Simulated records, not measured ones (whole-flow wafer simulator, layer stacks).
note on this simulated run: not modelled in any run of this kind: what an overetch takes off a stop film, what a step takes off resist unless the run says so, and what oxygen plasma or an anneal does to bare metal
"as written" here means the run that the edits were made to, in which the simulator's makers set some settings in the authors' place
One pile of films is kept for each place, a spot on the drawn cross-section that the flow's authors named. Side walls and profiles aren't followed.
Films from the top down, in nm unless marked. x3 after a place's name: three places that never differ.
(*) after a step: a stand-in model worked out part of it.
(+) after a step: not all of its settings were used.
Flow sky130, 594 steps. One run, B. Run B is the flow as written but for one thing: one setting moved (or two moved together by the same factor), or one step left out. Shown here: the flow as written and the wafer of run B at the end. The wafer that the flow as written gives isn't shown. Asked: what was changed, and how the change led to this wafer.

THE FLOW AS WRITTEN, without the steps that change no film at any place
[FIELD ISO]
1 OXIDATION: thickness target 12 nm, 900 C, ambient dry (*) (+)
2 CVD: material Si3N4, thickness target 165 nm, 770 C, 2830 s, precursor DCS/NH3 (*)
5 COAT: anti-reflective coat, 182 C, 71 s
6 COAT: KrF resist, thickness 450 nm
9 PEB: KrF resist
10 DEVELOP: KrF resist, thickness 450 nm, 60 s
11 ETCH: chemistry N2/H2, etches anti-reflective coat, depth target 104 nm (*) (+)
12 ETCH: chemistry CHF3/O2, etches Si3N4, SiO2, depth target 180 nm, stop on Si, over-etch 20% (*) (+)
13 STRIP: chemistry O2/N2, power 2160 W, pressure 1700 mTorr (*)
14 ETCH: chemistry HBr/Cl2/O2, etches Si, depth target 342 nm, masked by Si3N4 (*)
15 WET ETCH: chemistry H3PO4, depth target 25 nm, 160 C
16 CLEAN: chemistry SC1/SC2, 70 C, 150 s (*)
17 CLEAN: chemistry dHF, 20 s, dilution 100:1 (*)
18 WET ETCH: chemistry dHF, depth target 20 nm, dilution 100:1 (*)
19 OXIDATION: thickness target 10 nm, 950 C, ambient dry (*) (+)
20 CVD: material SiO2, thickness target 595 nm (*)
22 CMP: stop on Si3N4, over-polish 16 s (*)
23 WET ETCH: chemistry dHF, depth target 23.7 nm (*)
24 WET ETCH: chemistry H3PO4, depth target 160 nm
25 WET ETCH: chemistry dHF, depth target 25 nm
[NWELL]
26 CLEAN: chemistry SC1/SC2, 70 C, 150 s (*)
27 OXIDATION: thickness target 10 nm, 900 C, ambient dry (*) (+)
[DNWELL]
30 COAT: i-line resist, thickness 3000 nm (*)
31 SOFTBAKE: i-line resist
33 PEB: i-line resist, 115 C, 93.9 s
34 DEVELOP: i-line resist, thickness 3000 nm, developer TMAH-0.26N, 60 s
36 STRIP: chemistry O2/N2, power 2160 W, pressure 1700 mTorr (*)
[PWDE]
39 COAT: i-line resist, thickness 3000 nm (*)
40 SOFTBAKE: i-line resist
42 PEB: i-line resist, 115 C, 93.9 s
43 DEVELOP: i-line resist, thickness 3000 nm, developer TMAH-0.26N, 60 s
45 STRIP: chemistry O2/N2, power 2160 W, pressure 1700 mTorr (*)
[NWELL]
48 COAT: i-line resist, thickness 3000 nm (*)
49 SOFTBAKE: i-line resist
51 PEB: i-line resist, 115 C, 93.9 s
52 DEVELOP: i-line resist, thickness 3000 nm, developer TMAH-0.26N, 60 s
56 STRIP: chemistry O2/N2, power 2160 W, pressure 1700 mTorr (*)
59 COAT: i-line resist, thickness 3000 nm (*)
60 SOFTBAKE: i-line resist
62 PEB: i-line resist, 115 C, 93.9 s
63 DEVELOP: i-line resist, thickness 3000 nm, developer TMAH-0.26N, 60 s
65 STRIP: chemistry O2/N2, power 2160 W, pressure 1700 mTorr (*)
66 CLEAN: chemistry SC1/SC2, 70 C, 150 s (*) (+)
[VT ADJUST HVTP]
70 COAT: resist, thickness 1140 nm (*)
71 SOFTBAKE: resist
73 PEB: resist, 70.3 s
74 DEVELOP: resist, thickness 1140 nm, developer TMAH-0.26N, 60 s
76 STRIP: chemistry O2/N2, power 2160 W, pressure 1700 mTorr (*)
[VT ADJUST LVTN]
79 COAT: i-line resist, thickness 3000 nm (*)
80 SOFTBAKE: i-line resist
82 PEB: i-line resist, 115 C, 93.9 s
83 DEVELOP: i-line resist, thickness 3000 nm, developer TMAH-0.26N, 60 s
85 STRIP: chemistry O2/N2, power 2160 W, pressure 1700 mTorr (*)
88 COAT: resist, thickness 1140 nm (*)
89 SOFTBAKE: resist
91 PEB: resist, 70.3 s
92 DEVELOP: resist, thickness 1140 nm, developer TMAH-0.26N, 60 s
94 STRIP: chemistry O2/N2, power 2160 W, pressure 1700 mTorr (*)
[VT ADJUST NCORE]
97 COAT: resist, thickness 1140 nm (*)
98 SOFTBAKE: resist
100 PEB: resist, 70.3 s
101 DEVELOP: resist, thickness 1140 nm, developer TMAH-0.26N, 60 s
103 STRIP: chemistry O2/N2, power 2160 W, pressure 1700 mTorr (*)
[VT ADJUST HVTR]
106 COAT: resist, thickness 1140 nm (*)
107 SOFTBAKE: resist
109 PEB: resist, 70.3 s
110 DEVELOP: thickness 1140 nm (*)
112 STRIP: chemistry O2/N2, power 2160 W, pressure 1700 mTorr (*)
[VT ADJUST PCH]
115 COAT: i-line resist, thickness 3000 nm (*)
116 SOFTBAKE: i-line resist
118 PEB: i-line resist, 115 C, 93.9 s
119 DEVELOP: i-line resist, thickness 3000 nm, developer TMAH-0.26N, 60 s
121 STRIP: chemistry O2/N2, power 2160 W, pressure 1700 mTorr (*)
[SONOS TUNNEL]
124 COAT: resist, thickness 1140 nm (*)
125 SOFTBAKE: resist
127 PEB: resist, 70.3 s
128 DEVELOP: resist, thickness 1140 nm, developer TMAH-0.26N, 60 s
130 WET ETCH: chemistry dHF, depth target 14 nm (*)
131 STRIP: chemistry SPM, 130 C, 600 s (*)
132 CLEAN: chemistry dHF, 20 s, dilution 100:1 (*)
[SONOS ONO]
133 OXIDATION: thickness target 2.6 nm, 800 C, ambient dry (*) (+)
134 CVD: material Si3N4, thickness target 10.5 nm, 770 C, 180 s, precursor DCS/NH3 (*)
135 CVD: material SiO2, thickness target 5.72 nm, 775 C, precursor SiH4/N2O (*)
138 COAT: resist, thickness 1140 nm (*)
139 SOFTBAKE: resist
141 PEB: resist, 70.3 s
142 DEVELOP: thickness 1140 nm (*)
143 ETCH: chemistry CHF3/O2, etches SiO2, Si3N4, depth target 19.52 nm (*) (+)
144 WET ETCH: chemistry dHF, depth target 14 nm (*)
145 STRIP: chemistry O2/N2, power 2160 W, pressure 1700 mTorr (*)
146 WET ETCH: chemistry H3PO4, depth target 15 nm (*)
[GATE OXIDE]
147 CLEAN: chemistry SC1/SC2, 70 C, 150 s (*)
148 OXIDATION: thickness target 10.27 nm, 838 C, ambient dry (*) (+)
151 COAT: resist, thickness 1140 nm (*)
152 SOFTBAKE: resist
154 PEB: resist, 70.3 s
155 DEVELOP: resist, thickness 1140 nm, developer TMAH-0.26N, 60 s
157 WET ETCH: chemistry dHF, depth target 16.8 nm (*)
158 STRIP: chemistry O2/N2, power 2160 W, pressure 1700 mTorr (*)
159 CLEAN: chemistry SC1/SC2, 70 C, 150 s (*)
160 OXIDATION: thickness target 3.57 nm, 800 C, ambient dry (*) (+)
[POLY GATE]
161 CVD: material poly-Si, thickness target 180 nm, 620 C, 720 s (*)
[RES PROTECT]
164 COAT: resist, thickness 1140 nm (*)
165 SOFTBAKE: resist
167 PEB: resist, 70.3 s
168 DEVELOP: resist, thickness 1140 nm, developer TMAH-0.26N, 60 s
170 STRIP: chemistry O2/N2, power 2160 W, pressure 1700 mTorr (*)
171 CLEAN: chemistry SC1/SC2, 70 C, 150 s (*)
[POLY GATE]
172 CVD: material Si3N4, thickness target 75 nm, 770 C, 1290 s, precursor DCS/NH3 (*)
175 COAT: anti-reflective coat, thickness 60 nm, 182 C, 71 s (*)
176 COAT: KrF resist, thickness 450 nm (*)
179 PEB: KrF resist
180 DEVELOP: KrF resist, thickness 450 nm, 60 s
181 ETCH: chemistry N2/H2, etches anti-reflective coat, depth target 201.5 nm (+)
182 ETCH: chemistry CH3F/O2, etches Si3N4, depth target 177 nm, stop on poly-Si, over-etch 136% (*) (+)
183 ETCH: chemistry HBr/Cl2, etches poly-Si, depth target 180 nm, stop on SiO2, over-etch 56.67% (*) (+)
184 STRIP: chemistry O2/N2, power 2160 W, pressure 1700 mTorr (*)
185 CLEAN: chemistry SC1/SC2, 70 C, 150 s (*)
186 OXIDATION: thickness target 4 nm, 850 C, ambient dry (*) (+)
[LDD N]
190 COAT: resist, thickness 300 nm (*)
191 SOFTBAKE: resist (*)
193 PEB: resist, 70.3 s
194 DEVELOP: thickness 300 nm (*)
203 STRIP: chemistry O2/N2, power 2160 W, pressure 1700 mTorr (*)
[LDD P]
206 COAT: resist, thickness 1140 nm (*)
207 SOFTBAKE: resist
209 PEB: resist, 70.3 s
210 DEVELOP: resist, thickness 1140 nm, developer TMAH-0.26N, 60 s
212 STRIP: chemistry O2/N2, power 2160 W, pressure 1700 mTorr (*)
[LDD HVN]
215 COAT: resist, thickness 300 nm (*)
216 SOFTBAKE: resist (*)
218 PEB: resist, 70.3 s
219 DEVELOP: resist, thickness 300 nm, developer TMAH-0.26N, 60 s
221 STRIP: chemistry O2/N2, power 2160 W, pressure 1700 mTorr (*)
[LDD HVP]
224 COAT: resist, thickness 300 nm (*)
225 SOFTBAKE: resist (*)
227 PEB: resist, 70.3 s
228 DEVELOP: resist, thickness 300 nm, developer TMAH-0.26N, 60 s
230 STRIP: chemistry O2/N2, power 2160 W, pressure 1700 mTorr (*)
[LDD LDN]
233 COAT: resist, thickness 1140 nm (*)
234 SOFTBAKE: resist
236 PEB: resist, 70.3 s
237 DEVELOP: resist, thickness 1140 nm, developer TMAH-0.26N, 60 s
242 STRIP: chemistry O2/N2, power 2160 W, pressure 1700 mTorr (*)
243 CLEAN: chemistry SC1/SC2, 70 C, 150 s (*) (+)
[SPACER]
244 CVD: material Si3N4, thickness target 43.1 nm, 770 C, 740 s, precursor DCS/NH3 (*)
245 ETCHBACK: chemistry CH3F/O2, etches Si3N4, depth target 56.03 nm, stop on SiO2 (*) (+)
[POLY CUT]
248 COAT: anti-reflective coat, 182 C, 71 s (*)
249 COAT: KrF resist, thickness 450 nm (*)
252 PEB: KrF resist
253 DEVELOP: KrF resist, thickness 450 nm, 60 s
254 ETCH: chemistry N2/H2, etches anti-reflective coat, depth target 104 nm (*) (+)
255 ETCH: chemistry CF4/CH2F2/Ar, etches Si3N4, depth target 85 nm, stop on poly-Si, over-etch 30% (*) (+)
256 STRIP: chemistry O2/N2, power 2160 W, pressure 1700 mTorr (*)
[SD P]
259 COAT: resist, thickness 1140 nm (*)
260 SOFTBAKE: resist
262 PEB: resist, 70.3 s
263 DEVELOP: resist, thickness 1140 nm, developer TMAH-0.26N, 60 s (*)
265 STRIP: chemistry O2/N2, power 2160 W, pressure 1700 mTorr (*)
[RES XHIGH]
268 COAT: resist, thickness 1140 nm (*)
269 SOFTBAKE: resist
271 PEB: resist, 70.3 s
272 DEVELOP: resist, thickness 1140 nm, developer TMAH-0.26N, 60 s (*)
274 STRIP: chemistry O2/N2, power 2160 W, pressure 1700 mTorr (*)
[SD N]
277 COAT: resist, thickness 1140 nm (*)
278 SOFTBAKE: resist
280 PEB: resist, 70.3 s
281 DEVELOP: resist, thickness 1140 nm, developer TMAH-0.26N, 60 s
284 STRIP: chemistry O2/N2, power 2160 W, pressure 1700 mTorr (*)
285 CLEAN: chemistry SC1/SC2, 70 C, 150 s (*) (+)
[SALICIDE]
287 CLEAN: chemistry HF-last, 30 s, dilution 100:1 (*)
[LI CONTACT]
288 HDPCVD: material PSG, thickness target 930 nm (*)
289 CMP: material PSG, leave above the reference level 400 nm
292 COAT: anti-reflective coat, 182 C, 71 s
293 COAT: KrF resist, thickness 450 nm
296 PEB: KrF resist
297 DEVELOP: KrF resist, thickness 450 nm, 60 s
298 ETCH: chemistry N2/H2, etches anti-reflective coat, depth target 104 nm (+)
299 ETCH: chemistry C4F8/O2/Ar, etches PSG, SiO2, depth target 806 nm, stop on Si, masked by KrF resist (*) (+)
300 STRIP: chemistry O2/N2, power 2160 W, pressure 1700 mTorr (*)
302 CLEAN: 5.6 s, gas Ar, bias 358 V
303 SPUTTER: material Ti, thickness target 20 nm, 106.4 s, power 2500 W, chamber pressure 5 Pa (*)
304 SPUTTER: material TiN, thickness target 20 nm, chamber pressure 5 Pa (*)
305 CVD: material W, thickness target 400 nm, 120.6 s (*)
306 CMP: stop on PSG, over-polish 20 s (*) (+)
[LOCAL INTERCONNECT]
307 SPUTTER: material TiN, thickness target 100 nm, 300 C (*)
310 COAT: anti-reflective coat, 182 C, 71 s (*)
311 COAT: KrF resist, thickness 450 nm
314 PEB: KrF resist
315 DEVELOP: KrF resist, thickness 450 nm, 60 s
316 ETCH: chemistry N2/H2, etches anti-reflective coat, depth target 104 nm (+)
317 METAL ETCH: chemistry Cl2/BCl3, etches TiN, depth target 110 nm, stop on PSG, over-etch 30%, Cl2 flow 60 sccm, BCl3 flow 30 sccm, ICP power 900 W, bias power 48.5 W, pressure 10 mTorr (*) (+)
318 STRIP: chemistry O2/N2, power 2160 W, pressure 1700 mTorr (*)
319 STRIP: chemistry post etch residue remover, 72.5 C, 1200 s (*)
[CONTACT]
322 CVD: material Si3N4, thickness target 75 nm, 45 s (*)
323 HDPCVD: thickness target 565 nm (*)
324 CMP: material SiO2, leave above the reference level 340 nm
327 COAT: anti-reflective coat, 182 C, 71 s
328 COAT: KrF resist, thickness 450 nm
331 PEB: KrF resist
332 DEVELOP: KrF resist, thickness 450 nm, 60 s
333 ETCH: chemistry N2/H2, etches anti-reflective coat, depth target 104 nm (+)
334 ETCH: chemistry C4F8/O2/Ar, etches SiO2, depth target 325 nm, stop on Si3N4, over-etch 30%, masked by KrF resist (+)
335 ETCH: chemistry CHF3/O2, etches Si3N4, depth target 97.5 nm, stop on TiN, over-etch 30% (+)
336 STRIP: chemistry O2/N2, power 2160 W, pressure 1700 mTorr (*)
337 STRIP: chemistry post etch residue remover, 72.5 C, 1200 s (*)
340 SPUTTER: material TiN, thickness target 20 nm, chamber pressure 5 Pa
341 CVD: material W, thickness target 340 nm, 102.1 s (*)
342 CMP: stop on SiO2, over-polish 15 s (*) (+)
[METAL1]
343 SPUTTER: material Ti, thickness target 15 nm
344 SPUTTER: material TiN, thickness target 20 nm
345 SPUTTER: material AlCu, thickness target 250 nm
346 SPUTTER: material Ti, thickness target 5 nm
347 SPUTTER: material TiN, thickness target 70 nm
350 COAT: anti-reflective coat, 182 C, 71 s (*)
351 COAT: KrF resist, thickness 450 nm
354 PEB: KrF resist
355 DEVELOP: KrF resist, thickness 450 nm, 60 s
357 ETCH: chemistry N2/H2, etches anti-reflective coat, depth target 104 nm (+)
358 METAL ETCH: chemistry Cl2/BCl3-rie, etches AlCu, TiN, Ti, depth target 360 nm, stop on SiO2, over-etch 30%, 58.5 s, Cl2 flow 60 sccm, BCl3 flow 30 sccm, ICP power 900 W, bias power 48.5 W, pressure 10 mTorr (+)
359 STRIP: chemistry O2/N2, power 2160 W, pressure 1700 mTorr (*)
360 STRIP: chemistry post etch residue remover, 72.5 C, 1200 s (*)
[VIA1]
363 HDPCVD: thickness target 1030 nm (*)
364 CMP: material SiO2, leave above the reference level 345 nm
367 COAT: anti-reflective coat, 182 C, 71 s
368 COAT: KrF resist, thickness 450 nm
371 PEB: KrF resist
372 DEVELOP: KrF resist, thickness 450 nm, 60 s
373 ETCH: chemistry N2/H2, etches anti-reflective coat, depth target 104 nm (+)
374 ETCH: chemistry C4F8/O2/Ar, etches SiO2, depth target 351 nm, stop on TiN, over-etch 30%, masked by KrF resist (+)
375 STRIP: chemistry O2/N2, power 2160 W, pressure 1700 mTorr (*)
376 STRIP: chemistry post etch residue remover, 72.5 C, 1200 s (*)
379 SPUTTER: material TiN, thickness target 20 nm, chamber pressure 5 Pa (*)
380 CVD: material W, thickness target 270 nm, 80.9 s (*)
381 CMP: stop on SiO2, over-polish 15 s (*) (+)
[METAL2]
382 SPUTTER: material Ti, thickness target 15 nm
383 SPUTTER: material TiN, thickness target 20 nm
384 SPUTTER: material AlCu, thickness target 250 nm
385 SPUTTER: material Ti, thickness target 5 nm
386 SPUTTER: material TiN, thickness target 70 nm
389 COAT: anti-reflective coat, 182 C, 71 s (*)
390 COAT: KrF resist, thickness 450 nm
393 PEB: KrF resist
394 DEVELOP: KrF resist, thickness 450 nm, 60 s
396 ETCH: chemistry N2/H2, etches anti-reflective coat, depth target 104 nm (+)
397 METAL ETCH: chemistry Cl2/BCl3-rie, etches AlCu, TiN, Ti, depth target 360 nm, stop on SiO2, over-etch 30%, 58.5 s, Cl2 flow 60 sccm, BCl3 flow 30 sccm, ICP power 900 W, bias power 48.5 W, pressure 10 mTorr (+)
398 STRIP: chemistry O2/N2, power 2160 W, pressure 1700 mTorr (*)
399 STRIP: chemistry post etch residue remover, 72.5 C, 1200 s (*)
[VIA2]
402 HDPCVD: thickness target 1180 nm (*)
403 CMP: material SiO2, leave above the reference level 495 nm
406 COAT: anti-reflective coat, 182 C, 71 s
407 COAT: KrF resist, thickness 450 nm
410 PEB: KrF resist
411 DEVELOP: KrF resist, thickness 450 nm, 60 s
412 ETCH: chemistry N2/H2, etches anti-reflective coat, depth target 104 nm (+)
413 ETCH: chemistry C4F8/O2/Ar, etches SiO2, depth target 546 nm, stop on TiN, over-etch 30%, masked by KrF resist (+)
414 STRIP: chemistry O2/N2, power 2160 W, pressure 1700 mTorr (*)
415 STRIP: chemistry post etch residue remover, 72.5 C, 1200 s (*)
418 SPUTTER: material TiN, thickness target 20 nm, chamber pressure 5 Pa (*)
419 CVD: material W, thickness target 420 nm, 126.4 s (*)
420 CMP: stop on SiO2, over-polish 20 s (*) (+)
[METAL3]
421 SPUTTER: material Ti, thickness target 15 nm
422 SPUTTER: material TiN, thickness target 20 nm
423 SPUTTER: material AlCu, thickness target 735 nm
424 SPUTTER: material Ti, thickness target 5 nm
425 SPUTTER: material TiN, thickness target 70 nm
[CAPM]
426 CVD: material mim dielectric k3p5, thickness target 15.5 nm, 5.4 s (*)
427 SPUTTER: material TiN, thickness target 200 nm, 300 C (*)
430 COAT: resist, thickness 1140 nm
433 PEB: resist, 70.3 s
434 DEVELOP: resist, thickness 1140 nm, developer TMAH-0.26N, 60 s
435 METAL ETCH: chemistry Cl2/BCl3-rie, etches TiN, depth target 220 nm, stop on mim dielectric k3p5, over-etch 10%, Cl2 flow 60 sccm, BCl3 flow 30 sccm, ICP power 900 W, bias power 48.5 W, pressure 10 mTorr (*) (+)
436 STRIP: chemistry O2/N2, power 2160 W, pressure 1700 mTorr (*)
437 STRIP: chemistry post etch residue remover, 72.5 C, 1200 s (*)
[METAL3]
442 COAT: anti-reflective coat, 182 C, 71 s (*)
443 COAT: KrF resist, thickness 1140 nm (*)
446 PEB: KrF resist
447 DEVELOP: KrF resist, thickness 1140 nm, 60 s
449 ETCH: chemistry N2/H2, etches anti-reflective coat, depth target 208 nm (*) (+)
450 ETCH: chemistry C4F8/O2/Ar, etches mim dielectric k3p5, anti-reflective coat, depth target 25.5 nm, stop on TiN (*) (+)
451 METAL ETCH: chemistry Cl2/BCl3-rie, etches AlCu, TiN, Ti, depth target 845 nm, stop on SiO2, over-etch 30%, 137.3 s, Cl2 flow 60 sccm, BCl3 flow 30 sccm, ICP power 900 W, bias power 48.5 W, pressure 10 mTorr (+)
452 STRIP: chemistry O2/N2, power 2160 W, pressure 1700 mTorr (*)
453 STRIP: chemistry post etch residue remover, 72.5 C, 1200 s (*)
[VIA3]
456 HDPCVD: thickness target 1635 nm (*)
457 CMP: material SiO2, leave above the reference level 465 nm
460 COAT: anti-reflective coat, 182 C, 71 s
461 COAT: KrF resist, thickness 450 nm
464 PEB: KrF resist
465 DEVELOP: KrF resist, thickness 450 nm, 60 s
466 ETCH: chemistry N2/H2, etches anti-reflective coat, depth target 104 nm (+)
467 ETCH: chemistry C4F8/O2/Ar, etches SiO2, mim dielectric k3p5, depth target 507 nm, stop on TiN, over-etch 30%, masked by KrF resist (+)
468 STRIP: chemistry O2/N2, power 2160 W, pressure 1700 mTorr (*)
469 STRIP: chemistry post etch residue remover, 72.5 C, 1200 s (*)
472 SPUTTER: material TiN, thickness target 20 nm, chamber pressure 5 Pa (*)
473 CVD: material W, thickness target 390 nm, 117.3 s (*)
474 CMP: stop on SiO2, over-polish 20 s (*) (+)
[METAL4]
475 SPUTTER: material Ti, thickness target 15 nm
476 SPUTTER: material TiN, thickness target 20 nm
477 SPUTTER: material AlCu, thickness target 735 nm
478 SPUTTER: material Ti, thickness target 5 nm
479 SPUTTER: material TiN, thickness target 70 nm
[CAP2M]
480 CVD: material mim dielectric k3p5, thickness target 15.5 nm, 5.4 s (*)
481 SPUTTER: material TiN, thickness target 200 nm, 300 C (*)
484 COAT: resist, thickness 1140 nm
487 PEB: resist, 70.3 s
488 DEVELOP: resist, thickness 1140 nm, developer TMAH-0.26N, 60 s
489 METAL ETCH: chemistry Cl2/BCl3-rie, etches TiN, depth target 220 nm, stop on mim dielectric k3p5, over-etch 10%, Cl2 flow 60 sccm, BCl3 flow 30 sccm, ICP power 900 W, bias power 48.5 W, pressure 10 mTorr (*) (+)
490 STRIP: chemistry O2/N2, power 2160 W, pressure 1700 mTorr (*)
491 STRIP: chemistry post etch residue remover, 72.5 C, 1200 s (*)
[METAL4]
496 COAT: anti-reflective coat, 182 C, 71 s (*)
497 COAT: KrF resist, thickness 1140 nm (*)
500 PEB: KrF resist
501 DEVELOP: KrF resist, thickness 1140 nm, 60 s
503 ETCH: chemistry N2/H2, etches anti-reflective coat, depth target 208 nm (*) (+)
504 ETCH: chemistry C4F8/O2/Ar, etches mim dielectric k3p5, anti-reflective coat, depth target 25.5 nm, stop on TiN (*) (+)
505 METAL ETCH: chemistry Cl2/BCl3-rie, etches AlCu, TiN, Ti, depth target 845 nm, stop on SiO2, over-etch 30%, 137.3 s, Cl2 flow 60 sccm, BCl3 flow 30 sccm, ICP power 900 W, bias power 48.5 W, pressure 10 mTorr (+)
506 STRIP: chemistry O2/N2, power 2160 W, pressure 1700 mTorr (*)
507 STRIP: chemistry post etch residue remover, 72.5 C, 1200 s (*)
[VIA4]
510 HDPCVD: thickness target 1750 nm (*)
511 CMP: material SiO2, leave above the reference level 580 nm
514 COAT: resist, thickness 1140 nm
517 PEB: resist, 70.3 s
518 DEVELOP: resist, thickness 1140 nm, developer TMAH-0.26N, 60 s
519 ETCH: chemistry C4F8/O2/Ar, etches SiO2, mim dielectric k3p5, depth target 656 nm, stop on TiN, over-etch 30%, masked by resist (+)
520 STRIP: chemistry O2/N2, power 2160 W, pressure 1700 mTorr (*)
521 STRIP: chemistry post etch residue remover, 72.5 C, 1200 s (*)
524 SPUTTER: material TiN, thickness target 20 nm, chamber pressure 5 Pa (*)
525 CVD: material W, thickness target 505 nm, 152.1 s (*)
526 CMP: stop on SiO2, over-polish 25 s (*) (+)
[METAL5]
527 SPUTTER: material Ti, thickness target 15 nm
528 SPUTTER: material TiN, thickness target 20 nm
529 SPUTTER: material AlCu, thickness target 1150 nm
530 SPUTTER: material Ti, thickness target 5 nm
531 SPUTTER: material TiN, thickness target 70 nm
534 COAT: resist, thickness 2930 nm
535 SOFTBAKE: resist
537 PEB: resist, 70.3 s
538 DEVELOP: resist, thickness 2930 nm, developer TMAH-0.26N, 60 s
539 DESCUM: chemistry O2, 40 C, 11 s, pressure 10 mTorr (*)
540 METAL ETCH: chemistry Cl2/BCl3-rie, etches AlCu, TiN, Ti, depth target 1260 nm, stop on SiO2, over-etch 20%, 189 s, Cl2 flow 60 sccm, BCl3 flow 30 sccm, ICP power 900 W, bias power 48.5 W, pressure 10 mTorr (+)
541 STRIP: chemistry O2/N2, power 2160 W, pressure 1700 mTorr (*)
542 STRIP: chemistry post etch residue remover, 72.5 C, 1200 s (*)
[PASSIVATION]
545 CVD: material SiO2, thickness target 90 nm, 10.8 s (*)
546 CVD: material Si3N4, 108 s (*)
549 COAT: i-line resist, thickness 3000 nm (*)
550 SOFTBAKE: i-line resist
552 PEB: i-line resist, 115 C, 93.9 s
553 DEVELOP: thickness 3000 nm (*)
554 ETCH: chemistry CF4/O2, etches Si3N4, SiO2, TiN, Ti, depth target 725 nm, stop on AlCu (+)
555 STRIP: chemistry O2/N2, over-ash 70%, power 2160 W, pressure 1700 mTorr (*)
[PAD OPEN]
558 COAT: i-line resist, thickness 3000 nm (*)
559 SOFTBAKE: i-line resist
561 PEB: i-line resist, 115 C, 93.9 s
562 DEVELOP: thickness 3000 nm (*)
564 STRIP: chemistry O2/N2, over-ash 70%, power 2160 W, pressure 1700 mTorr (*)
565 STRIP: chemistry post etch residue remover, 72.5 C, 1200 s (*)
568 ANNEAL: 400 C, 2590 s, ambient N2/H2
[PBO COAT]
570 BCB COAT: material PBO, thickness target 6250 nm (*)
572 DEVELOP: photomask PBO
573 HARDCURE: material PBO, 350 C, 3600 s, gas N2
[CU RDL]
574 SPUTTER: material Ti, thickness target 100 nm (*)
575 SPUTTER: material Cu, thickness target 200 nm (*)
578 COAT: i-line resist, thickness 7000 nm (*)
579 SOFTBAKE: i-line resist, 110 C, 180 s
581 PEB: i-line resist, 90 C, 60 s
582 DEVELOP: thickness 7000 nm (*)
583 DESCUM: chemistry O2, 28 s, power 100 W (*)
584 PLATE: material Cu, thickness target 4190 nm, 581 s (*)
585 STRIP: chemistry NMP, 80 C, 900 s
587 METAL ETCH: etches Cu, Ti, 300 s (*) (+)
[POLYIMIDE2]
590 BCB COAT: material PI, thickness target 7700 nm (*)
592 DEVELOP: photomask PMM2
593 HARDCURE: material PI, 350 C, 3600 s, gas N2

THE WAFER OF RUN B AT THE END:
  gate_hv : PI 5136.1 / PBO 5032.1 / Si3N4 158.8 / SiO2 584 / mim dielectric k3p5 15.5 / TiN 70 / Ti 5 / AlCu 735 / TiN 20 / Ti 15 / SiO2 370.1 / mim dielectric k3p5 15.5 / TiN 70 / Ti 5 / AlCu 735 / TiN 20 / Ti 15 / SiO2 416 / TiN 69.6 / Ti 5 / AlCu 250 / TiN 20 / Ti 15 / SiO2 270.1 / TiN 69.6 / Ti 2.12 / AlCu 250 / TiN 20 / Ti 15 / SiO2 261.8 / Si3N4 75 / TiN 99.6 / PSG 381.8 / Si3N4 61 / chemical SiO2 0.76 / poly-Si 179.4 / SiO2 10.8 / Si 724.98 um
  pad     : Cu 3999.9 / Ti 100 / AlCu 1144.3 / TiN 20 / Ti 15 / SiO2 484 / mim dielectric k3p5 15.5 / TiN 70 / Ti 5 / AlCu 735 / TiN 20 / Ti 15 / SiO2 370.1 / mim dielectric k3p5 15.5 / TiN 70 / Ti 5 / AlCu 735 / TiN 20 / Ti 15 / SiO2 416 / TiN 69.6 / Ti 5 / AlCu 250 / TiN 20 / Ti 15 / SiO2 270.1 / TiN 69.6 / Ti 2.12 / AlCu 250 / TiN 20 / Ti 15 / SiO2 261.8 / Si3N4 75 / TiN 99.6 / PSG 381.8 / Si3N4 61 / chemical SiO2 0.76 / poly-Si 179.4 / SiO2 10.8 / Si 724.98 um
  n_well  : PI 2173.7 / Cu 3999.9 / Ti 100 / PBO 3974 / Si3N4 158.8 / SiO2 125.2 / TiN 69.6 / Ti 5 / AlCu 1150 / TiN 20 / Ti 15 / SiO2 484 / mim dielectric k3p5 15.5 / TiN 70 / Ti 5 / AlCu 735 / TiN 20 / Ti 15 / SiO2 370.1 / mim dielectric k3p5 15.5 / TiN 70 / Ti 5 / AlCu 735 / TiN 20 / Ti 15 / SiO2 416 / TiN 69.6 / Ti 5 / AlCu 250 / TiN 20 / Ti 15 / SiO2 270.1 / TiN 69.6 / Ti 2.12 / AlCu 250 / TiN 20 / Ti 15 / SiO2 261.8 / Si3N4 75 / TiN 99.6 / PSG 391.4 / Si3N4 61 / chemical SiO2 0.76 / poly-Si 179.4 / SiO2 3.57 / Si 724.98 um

The cause: step 346, SPUTTER: thickness target 2.12 nm was run, where the flow has thickness target 5 nm.
It can be read off the wafer: gate_hv has Ti 2.12, and step 346 as written asks for 5 nm.

How the change led to this, step by step:
  346 SPUTTER: material Ti, thickness target 5 nm
      field, active, n_well and 188 more: Ti +2.12 (new film) (as written it would be: Ti +5 (new film))
  358 METAL ETCH: chemistry Cl2/BCl3-rie, etches AlCu, TiN, Ti, depth target 360 nm, stop on SiO2, over-etch 30%, 58.5 s, Cl2 flow 60 sccm, BCl3 flow 30 sccm, ICP power 900 W, bias power 48.5 W, pressure 10 mTorr (+)
      field, active, gate and 81 more: TiN -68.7 (all of it), Ti -2.12 (all of it), AlCu -250 (all of it), TiN -20 (all of it), Ti -15 (all of it), SiO2 -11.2 (as written it would be: TiN -68.7 (all of it), Ti -5 (all of it), AlCu -250 (all of it), TiN -20 (all of it), Ti -15 (all of it), SiO2 -10.9)
